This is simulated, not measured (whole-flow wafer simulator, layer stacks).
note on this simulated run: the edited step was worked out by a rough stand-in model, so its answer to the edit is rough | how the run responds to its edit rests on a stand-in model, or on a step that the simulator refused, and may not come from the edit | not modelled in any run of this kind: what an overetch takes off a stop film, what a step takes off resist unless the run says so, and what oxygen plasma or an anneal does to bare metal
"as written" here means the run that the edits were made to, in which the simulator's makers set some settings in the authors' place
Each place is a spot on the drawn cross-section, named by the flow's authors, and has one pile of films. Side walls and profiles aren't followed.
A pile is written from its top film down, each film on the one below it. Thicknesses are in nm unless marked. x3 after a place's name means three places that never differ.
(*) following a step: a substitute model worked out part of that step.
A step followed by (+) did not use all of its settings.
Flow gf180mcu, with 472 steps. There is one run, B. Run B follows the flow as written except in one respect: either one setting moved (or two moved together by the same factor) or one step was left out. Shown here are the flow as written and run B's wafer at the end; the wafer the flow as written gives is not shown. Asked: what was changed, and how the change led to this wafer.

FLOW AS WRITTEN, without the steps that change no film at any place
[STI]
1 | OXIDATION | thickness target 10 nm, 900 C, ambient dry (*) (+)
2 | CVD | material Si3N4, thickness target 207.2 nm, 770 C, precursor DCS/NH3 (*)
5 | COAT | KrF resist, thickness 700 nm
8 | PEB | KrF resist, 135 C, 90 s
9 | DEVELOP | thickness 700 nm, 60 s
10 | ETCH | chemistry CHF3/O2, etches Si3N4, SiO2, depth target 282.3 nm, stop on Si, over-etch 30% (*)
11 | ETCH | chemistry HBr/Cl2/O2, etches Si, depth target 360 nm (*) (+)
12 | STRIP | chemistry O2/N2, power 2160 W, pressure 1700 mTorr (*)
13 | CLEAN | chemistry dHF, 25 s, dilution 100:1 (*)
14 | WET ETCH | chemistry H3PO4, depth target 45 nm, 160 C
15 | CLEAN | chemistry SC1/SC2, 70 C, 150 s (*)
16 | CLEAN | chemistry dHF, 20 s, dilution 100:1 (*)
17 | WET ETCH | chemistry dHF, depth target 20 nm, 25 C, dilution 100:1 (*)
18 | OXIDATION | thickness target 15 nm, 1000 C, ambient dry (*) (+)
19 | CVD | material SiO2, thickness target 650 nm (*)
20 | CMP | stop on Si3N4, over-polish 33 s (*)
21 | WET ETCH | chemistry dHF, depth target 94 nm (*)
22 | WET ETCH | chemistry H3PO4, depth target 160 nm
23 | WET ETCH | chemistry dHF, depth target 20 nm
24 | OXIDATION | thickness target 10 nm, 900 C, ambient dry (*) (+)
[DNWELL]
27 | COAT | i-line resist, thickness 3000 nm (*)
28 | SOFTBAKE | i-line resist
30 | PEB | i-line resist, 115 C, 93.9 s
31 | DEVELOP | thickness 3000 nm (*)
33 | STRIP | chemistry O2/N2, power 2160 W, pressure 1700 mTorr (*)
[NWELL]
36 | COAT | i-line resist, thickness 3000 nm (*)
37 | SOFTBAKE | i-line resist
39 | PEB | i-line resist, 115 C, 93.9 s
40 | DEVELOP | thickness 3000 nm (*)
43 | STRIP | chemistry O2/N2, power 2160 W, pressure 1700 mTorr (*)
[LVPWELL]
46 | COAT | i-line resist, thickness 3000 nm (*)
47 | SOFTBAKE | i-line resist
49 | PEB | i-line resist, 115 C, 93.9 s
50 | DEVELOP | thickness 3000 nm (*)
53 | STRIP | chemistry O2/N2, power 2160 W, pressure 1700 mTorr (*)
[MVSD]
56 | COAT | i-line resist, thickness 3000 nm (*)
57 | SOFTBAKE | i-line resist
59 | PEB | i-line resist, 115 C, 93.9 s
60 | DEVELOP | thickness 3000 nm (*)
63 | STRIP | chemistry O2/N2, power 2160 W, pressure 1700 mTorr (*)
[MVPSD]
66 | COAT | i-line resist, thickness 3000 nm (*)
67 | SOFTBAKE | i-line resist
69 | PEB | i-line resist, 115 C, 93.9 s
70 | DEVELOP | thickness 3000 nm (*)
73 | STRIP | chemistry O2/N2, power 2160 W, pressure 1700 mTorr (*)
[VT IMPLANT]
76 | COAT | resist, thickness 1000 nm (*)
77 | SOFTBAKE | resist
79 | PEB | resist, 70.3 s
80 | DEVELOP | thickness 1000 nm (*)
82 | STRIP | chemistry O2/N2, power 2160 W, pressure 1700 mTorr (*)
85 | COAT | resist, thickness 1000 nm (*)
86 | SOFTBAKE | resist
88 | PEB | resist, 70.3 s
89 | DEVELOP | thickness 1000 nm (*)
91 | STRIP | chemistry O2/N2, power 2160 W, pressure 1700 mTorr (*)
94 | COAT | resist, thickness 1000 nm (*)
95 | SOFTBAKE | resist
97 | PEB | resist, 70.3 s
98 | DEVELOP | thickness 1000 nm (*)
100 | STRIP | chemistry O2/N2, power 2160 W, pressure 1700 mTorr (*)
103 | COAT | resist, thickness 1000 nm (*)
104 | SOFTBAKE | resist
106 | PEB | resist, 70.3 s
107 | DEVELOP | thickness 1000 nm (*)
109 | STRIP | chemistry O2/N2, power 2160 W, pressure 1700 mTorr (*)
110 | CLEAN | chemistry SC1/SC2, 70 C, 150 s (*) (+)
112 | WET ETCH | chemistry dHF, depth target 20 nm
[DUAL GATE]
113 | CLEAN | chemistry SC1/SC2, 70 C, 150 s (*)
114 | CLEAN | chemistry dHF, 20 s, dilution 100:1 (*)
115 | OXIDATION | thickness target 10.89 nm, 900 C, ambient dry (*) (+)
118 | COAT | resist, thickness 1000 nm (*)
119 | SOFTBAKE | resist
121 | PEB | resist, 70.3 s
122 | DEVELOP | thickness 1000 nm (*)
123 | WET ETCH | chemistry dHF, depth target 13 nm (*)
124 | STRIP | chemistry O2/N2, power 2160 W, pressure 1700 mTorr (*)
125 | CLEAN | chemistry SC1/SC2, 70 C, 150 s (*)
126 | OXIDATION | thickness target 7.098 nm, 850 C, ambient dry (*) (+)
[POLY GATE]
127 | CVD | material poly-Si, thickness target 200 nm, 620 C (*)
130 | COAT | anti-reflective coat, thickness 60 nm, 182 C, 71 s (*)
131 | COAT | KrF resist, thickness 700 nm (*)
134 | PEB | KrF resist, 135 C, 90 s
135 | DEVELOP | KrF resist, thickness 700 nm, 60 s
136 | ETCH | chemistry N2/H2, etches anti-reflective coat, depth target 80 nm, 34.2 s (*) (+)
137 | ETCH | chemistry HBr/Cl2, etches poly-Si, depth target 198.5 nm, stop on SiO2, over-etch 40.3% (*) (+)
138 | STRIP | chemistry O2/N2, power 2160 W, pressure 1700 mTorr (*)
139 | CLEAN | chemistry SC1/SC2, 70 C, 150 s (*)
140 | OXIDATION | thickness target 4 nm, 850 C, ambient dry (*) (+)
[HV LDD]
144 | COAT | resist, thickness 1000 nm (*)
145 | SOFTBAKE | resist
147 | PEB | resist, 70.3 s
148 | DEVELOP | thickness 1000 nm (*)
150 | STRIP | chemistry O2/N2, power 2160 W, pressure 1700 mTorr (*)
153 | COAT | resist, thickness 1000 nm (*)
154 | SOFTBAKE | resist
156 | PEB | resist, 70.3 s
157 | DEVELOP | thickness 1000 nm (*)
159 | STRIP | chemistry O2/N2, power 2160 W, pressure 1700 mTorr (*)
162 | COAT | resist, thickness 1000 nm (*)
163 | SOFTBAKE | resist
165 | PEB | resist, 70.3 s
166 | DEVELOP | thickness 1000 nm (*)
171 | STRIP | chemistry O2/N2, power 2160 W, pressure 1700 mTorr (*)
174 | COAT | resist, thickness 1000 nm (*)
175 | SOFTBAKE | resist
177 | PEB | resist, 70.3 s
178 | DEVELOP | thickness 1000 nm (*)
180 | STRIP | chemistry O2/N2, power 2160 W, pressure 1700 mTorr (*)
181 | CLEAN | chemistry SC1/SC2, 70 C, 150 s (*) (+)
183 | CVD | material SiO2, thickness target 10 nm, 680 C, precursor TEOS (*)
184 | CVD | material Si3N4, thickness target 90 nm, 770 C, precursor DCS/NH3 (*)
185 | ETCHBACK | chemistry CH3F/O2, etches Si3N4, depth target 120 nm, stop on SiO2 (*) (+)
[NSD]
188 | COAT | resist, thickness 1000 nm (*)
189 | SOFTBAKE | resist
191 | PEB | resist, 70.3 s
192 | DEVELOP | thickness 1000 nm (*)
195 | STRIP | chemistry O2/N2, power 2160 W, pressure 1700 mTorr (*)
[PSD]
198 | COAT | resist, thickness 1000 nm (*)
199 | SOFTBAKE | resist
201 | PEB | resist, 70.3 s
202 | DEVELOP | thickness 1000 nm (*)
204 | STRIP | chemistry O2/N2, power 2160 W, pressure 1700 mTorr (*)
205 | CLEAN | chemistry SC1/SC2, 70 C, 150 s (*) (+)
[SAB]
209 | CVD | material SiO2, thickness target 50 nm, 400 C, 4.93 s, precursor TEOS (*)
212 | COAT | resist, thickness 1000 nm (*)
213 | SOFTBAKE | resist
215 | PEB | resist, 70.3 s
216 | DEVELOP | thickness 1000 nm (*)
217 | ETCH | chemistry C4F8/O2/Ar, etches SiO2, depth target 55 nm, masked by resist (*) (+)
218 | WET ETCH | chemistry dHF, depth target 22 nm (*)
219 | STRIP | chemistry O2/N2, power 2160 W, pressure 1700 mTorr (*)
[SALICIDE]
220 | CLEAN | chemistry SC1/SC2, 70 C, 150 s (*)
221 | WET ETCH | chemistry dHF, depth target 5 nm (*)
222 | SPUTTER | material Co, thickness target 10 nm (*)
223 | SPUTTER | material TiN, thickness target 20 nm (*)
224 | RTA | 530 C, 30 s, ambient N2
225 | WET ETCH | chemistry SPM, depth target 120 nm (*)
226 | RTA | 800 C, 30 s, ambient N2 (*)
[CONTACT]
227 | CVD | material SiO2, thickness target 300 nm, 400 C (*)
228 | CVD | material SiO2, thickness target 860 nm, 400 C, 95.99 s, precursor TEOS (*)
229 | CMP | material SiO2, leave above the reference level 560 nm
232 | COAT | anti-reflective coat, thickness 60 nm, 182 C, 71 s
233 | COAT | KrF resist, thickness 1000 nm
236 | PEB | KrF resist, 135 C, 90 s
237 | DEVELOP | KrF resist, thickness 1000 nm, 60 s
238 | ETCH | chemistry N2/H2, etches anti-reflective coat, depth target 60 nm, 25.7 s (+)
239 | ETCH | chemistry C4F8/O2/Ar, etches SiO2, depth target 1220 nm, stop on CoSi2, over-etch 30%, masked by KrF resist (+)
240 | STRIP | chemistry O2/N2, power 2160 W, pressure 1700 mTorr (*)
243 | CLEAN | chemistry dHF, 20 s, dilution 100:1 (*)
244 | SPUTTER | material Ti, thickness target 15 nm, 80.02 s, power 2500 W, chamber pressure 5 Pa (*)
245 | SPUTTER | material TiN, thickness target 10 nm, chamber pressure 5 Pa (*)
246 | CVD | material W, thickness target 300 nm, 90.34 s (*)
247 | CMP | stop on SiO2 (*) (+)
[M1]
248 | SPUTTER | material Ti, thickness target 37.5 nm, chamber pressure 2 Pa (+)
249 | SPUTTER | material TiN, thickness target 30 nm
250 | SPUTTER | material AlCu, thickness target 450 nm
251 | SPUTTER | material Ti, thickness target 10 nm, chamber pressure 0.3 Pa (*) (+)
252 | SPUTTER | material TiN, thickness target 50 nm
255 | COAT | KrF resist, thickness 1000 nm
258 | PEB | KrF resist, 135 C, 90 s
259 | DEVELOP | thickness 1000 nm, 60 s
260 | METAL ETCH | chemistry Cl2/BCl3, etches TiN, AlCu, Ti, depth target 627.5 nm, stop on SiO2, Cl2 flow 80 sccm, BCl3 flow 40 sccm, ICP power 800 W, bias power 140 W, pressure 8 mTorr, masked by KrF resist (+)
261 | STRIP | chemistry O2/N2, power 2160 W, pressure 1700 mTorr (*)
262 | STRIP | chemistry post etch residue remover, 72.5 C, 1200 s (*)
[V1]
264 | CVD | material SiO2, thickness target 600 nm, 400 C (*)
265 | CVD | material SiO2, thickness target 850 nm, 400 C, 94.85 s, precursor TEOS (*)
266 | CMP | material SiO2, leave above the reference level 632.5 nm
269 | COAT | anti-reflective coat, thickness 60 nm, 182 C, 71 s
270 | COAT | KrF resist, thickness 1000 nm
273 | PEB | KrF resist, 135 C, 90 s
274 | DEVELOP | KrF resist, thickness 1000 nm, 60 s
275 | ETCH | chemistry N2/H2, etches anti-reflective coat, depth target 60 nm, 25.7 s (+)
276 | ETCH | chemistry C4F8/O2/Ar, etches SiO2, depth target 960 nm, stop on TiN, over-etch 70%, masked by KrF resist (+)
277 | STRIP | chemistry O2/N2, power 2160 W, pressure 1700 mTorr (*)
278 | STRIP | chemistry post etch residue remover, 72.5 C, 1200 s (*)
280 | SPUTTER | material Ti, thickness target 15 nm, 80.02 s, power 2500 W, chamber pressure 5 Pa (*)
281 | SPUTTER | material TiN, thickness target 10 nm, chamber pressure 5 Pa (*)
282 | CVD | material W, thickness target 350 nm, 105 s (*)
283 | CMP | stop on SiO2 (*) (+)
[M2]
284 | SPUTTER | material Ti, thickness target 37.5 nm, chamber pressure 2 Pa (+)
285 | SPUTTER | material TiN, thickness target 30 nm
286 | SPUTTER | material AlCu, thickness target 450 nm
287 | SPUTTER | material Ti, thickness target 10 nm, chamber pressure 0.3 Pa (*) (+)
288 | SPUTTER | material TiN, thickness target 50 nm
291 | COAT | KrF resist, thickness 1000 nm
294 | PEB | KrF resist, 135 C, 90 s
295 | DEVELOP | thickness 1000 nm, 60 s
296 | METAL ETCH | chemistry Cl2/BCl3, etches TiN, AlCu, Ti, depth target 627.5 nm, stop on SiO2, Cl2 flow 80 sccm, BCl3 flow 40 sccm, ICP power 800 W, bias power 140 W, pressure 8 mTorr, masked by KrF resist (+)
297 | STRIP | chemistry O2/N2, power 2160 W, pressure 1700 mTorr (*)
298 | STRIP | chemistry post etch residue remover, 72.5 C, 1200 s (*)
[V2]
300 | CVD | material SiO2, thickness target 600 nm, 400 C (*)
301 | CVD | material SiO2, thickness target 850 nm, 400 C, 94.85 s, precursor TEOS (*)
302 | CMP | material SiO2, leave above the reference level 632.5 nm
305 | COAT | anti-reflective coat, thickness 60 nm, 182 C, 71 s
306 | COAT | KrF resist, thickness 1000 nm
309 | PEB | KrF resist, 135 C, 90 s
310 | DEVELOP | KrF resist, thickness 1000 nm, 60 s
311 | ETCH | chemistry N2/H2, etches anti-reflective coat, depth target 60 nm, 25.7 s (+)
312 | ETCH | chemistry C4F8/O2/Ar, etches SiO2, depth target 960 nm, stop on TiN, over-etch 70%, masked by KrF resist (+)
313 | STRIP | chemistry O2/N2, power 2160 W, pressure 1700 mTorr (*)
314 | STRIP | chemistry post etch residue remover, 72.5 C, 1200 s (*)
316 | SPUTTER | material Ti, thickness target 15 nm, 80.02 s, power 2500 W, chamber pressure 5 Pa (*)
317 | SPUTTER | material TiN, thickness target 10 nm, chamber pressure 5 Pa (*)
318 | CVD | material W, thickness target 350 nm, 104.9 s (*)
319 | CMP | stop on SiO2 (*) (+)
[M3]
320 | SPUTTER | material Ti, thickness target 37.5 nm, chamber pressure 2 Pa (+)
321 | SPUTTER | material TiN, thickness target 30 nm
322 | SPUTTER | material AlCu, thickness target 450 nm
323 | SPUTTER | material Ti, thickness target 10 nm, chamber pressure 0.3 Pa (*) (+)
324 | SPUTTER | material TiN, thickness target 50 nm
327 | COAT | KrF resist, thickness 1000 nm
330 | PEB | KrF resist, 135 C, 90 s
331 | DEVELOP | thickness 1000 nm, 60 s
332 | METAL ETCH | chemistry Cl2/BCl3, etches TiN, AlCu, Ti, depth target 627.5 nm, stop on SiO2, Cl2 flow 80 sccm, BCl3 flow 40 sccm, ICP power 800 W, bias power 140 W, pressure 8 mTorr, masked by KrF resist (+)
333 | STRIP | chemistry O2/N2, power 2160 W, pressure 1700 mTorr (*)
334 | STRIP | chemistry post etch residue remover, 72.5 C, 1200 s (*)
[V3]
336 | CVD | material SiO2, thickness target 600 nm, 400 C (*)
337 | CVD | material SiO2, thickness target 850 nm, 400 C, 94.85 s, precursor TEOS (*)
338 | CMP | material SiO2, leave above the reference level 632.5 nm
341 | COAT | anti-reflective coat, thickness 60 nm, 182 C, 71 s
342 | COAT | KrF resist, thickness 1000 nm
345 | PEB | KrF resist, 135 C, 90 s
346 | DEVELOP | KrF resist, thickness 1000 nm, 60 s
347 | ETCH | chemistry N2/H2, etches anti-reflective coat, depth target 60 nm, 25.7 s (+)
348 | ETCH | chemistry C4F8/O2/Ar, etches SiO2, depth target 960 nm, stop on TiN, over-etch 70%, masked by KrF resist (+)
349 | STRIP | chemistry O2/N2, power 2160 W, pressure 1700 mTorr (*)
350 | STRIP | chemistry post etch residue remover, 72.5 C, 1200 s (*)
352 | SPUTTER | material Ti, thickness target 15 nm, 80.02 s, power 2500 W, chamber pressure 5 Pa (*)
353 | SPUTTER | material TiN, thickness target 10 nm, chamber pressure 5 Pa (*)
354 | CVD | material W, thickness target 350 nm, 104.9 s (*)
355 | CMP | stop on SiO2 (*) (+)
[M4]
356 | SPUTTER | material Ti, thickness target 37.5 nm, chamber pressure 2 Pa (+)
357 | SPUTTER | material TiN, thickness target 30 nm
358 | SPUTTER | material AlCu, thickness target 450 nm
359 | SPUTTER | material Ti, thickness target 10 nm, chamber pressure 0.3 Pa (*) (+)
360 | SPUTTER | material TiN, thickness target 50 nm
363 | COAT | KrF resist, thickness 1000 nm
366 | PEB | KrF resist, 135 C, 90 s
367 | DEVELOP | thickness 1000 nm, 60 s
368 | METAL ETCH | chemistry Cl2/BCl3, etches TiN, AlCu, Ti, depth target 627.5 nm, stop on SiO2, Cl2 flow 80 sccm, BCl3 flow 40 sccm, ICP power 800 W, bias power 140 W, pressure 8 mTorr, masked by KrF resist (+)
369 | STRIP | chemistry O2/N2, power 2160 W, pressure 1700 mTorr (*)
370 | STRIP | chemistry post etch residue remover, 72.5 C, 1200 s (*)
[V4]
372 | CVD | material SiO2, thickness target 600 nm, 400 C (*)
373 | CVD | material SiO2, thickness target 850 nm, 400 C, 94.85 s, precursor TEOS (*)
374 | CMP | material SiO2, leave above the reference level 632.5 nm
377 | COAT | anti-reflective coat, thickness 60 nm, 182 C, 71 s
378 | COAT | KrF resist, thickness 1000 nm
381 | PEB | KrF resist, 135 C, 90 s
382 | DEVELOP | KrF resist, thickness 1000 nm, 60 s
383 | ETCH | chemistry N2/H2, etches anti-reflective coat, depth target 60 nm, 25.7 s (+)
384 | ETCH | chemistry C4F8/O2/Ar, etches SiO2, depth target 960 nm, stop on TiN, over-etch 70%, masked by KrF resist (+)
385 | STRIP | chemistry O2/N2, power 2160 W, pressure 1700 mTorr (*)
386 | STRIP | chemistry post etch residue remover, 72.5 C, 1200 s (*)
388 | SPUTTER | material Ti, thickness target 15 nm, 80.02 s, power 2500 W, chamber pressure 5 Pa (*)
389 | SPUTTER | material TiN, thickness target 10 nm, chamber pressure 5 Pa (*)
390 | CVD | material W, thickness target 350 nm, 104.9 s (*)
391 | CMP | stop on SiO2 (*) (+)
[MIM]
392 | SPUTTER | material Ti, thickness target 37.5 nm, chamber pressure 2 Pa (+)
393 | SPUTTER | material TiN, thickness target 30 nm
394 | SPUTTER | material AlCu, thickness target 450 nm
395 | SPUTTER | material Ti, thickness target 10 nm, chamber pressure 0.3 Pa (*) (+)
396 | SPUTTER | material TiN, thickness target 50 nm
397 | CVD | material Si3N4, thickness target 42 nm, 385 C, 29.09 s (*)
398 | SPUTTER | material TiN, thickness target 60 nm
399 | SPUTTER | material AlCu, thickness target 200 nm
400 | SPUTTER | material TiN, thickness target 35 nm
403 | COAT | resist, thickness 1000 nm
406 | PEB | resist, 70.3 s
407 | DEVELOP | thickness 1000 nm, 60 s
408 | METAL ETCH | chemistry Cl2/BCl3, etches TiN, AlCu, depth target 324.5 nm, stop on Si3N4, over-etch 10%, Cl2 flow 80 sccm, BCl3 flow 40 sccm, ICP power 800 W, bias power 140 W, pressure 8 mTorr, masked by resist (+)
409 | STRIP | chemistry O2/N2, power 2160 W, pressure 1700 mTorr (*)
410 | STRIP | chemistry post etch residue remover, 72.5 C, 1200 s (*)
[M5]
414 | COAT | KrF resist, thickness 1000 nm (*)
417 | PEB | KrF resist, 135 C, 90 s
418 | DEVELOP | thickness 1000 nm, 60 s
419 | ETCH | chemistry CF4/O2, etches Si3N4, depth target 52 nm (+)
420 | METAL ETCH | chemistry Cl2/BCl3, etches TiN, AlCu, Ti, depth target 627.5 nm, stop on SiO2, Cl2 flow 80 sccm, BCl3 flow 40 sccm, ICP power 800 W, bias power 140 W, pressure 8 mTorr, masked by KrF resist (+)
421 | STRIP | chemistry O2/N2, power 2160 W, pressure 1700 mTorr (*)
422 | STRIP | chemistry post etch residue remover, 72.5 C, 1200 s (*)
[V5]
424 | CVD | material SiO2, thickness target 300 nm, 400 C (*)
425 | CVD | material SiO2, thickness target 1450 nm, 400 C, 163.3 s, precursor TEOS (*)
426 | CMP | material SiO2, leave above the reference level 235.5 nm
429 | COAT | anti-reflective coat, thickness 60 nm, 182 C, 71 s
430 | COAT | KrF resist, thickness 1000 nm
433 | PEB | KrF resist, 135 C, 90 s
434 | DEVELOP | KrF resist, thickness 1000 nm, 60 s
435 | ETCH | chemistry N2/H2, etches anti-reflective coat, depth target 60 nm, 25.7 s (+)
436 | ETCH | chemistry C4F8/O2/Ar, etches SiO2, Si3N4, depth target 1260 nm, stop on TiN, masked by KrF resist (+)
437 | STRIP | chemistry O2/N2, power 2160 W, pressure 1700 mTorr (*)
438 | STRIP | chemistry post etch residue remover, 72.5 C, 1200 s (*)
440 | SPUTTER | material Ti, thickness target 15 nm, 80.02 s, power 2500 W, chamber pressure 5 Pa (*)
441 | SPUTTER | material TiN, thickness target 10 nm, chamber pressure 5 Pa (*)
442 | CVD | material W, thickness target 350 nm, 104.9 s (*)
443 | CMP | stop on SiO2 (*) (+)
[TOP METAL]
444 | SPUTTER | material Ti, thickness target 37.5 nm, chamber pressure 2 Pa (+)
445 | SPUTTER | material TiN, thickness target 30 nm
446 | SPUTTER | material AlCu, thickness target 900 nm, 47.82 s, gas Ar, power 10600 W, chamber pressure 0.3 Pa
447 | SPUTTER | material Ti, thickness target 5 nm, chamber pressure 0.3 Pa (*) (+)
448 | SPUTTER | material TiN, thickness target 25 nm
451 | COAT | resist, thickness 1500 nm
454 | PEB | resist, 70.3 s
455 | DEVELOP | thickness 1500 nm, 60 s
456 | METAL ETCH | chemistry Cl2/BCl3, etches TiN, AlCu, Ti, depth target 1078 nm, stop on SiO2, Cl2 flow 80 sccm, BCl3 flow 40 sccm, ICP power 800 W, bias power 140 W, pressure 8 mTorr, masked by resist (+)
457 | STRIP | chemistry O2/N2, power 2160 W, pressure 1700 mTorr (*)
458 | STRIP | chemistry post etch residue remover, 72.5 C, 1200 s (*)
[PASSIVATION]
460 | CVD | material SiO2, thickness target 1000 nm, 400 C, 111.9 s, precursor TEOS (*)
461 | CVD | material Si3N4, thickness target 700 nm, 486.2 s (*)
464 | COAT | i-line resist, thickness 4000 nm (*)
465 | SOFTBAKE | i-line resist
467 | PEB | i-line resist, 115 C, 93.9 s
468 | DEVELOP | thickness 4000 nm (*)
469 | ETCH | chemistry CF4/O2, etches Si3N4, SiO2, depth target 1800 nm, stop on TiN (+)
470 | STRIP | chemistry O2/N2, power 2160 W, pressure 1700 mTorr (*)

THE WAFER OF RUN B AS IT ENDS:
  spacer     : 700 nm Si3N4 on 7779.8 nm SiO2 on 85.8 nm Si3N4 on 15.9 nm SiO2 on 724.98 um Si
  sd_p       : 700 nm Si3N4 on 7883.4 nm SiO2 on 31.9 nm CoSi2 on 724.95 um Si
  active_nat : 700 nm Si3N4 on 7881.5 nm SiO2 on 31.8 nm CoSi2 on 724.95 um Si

What caused this: step 183, CVD: thickness target 8.75 nm was run, whereas the flow has thickness target 10 nm.

Step by step, how the change led to this:
  183 | CVD | material SiO2, thickness target 10 nm, 680 C, precursor TEOS (*)
      field, field__w1, field__w2 and 99 more: SiO2 gains 8.75 (in the flow as written it would be: SiO2 gains 10)
      ld_drift_p: SiO2 gains 8.64 (in the flow as written it would be: SiO2 gains 9.87)
      (and at 1 other place as well)
  189 | SOFTBAKE | resist
      field: resist loses 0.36 (in the flow as written it would be: resist gains 3.56)
      active_hv: resist loses 0.54 (in the flow as written it would be: resist gains 2.68)
      (and at 1 other place as well)
  199 | SOFTBAKE | resist
      field: resist loses 0.36 (in the flow as written it would be: resist gains 3.56)
      active_hv: resist loses 0.54 (in the flow as written it would be: resist gains 2.68)
      (and at 1 other place as well)
  218 | WET ETCH | chemistry dHF, depth target 22 nm (*)
      gate, gate_hv, gate_p and 23 more: SiO2 loses 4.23 (all of it) (in the flow as written it would be: SiO2 loses 5.48 (all of it))
      active, p_well, sd_n, iso_ptap_pw, iso_ntap_nw, iso_ptap_sub, vpnp_e: SiO2 loses 7.76 (all of it) (in the flow as written it would be: SiO2 loses 9.01 (all of it))
      (and at 16 other places as well)
  226 | RTA | 800 C, 30 s, ambient N2 (*)
      ld_sd_p: CoSi2 gains 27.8 (new film), CoSi loses 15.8 (all of it), Si loses 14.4 (in the flow as written it would be: CoSi2 gains 28.4 (new film), CoSi loses 16.1 (all of it), Si loses 14.7)
